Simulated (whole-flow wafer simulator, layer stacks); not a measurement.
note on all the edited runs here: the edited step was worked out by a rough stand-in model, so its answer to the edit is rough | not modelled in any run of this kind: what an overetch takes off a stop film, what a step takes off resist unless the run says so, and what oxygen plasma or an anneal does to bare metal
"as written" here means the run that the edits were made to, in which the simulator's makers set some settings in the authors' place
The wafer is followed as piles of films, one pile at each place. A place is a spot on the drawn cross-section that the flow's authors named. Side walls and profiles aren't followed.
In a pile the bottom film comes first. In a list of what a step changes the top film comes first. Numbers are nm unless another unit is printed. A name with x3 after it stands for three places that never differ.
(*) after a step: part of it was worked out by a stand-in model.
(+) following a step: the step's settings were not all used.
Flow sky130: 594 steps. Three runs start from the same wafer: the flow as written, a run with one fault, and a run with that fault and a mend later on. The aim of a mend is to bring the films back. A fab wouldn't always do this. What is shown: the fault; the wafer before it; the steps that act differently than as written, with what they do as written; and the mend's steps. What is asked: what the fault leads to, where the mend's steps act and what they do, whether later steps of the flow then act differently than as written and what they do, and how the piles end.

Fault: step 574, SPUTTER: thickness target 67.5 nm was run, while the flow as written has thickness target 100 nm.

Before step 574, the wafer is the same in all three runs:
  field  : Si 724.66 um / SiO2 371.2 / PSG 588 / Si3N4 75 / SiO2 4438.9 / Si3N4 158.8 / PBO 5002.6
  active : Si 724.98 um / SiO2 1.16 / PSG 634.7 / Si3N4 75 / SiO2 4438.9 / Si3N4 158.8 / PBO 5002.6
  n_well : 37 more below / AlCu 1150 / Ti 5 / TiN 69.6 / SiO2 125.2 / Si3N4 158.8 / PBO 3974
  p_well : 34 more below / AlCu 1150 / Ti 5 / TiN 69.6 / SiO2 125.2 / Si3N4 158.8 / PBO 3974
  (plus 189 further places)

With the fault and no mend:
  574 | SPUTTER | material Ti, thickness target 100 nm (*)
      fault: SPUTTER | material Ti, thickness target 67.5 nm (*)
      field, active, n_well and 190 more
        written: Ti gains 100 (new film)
        fault: Ti gains 67.5 (new film)
  Steps further on in the flow that do not act as written (7 more steps, not shown, differ only slightly: by at most 2% or 0.5 nm, whichever is larger):
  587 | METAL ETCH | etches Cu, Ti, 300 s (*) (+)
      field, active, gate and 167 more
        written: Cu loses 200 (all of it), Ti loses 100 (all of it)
        fault: Cu loses 200 (all of it), Ti loses 67.5 (all of it)
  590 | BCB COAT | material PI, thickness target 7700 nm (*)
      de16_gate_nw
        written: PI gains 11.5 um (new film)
        fault: PI gains 11.47 um (new film)
  The piles end different from the flow's at n_well, p_well, sd_n and 20 more by more than 2% or 0.5 nm, whichever is larger.
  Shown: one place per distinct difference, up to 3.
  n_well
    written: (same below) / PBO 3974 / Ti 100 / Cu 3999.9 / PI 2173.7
    fault: (same below) / PBO 3974 / Ti 67.5 / Cu 3999.9 / PI 2194.8
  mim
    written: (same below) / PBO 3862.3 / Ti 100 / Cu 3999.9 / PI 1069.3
    fault: (same below) / PBO 3862.3 / Ti 67.5 / Cu 3999.9 / PI 1099.7
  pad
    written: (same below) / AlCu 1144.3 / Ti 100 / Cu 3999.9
    fault: (same below) / AlCu 1144.3 / Ti 67.5 / Cu 3999.9

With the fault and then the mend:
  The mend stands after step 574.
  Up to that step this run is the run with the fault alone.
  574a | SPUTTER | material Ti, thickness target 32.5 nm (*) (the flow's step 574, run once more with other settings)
      field, active, n_well and 190 more
        Ti gains 32.5
  Later steps of the flow that are run all act as written at every place that is followed.
  The piles end the same as the flow's at every place that both follow.
